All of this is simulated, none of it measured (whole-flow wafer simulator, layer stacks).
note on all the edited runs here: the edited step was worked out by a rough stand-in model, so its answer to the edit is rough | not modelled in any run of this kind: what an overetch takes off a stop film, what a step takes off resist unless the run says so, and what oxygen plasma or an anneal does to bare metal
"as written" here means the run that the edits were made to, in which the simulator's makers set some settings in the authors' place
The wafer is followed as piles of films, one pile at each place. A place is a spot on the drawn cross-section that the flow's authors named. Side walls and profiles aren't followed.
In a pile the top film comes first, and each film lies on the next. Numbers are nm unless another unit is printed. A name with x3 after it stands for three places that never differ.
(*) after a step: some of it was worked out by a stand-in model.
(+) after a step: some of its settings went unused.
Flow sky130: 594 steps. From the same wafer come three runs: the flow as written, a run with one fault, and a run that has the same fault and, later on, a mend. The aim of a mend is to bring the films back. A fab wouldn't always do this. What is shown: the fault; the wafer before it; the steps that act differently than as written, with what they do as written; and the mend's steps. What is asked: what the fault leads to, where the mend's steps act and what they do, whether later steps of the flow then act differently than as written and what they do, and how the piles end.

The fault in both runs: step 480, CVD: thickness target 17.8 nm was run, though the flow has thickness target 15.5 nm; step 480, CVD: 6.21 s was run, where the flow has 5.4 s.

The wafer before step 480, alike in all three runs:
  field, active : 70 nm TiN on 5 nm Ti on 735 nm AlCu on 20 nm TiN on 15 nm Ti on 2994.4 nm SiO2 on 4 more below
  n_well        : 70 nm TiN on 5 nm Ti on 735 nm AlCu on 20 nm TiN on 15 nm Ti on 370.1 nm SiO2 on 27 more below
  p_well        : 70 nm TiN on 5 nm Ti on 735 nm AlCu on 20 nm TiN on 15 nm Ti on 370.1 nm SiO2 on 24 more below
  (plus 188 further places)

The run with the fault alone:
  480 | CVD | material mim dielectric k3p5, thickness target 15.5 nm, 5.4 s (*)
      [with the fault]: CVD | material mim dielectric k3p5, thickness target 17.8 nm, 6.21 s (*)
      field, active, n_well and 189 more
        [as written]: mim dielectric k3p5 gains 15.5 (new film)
        [with the fault]: mim dielectric k3p5 gains 17.8 (new film)
  Steps later in the flow that act otherwise than as written (6 more steps, not shown, differ only slightly: by at most 2% or 0.5 nm, whichever is larger):
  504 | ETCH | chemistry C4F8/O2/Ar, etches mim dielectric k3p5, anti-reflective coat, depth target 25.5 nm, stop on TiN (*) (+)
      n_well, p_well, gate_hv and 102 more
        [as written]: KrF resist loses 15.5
        [with the fault]: KrF resist loses 17
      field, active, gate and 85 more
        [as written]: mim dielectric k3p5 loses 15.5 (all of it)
        [with the fault]: mim dielectric k3p5 loses 17.8 (all of it)
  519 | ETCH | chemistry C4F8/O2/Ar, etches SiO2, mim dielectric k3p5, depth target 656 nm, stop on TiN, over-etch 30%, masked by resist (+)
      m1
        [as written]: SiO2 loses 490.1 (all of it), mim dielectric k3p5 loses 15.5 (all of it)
        [with the fault]: SiO2 loses 487.8 (all of it), mim dielectric k3p5 loses 17.8 (all of it)
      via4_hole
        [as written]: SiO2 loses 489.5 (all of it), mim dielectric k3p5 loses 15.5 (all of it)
        [with the fault]: SiO2 loses 487.2 (all of it), mim dielectric k3p5 loses 17.8 (all of it)
  By the end, the piles at n_well, p_well, gate_hv and 100 more depart from the flow's by more than 2% or 0.5 nm, whichever is larger.
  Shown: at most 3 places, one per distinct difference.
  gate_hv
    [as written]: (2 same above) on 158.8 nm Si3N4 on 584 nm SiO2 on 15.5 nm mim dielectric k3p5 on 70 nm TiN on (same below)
    [with the fault]: (2 same above) on 158.8 nm Si3N4 on 581.7 nm SiO2 on 17.8 nm mim dielectric k3p5 on 70 nm TiN on (same below)
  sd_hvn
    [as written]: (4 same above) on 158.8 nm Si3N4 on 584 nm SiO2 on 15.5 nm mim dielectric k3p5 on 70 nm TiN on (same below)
    [with the fault]: (4 same above) on 158.8 nm Si3N4 on 581.7 nm SiO2 on 17.8 nm mim dielectric k3p5 on 70 nm TiN on (same below)
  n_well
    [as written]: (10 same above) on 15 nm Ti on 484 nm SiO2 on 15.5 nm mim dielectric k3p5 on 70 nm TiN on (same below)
    [with the fault]: (10 same above) on 15 nm Ti on 481.7 nm SiO2 on 17.8 nm mim dielectric k3p5 on 70 nm TiN on (same below)

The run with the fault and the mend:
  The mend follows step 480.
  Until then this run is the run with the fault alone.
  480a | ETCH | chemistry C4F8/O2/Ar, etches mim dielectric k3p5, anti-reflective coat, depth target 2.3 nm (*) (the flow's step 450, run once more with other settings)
      field, active, n_well and 189 more
        mim dielectric k3p5 loses 2.3
  Every later step of the flow that is run acts as written at every place that is followed.
  At every place that both follow, the piles at the end match the flow's.
